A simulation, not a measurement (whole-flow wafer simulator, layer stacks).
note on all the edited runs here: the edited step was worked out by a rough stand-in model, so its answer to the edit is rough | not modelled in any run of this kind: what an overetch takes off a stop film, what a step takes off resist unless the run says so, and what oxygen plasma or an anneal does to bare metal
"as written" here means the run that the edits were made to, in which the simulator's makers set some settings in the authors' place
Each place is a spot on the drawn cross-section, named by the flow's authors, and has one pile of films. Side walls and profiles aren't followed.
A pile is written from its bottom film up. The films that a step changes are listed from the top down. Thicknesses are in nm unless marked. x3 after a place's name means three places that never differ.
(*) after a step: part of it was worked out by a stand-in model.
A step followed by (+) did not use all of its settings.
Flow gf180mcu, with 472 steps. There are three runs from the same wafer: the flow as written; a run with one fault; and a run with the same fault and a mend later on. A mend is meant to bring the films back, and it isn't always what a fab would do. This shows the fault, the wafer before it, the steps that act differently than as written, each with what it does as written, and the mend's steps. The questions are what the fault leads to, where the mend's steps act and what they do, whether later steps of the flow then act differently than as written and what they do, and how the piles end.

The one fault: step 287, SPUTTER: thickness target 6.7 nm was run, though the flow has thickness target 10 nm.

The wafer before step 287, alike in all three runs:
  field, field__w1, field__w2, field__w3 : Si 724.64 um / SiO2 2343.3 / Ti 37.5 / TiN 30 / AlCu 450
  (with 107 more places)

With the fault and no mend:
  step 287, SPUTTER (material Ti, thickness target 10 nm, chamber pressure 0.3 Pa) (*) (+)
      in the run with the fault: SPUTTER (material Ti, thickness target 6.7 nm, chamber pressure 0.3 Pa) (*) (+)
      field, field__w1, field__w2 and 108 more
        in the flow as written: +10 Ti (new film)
        in the run with the fault: +6.7 Ti (new film)
  Steps later in the flow that act otherwise than as written (5 more steps, not shown, differ only slightly: by at most 2% or 0.5 nm, whichever is larger):
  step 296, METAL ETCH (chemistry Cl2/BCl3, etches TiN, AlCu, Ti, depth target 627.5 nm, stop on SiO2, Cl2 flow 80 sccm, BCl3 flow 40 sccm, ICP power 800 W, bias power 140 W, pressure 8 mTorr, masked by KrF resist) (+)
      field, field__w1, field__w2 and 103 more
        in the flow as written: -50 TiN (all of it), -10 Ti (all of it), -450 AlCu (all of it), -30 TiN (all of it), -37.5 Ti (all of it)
        in the run with the fault: -50 TiN (all of it), -6.7 Ti (all of it), -450 AlCu (all of it), -30 TiN (all of it), -37.5 Ti (all of it)
  At field__w8, contact, m1, m1__w1, m1_nw, the piles at the end differ from the flow's by more than 2% or 0.5 nm, whichever is larger.
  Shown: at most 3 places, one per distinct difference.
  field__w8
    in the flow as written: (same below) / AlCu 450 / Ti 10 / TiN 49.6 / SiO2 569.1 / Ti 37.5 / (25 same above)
    in the run with the fault: (same below) / AlCu 450 / Ti 6.7 / TiN 49.6 / SiO2 572.4 / Ti 37.5 / (25 same above)
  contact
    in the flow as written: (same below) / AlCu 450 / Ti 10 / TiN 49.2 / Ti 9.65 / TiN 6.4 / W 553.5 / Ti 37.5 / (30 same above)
    in the run with the fault: (same below) / AlCu 450 / Ti 6.7 / TiN 49.2 / Ti 9.63 / TiN 6.39 / W 556.8 / Ti 37.5 / (30 same above)

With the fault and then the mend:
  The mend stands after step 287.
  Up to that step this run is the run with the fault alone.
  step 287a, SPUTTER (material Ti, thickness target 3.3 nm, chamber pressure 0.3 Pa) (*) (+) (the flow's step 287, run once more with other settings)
      field, field__w1, field__w2 and 108 more
        +3.3 Ti
  Later steps of the flow that are run all act as written at every place that is followed.
  At every place that both follow, the piles at the end match the flow's.
